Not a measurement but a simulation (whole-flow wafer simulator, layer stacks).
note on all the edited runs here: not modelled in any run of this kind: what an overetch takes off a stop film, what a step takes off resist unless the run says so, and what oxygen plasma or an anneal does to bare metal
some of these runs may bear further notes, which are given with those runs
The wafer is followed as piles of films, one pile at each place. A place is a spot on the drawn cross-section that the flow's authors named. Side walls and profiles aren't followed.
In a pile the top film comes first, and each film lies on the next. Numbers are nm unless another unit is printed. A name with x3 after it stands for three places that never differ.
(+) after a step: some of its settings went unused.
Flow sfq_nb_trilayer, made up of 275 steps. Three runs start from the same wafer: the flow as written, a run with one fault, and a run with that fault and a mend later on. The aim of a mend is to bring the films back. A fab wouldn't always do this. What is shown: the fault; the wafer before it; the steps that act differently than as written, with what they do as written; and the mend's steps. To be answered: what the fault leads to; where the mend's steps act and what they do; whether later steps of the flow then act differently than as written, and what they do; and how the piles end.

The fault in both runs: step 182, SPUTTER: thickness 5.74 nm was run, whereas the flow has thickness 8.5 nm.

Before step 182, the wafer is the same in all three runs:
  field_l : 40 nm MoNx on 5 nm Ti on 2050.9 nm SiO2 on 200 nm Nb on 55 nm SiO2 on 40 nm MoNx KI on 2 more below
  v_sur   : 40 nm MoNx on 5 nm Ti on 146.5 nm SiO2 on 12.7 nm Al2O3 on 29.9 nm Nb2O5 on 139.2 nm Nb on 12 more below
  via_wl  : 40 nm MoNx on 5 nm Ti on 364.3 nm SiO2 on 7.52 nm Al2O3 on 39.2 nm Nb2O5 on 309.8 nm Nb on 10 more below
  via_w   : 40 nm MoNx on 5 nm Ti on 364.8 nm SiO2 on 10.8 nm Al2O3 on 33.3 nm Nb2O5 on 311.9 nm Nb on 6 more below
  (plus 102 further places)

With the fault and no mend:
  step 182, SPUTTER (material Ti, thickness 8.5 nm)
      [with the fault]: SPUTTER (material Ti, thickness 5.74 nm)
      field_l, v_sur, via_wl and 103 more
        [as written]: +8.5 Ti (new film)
        [with the fault]: +5.74 Ti (new film)
  Steps later in the flow that act otherwise than as written (20 more steps, not shown, differ only slightly: by at most 2% or 0.5 nm, whichever is larger):
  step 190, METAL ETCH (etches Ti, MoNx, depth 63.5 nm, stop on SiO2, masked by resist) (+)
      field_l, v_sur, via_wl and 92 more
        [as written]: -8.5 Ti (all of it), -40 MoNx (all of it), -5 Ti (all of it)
        [with the fault]: -5.74 Ti (all of it), -40 MoNx (all of it), -5 Ti (all of it)
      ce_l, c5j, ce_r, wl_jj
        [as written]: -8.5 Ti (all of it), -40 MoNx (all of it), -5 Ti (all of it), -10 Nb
        [with the fault]: -5.74 Ti (all of it), -40 MoNx (all of it), -5 Ti (all of it), -12.8 Nb
  The piles end different from the flow's at be_r, r_sur, res, r_end, r5r_line_l, r5r_line_c, r5r_line_r by more than 2% or 0.5 nm, whichever is larger.
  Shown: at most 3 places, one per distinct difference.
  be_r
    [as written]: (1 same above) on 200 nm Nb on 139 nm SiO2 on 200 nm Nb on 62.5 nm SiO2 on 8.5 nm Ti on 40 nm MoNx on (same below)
    [with the fault]: (1 same above) on 200 nm Nb on 141.8 nm SiO2 on 200 nm Nb on 62.5 nm SiO2 on 5.74 nm Ti on 40 nm MoNx on (same below)
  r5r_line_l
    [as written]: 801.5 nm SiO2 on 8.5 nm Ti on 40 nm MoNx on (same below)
    [with the fault]: 804.3 nm SiO2 on 5.74 nm Ti on 40 nm MoNx on (same below)
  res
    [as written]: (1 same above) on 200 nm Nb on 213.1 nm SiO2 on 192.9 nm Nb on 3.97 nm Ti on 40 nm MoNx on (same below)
    [with the fault]: (1 same above) on 200 nm Nb on 215.9 nm SiO2 on 192.9 nm Nb on 1.21 nm Ti on 40 nm MoNx on (same below)

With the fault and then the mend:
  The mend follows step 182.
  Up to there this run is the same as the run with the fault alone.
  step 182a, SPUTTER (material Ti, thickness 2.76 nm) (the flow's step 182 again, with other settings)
      field_l, v_sur, via_wl and 103 more
        +2.76 Ti
  Every later step of the flow that is run acts as written at every place that is followed.
  At every place that both follow, the piles at the end match the flow's.
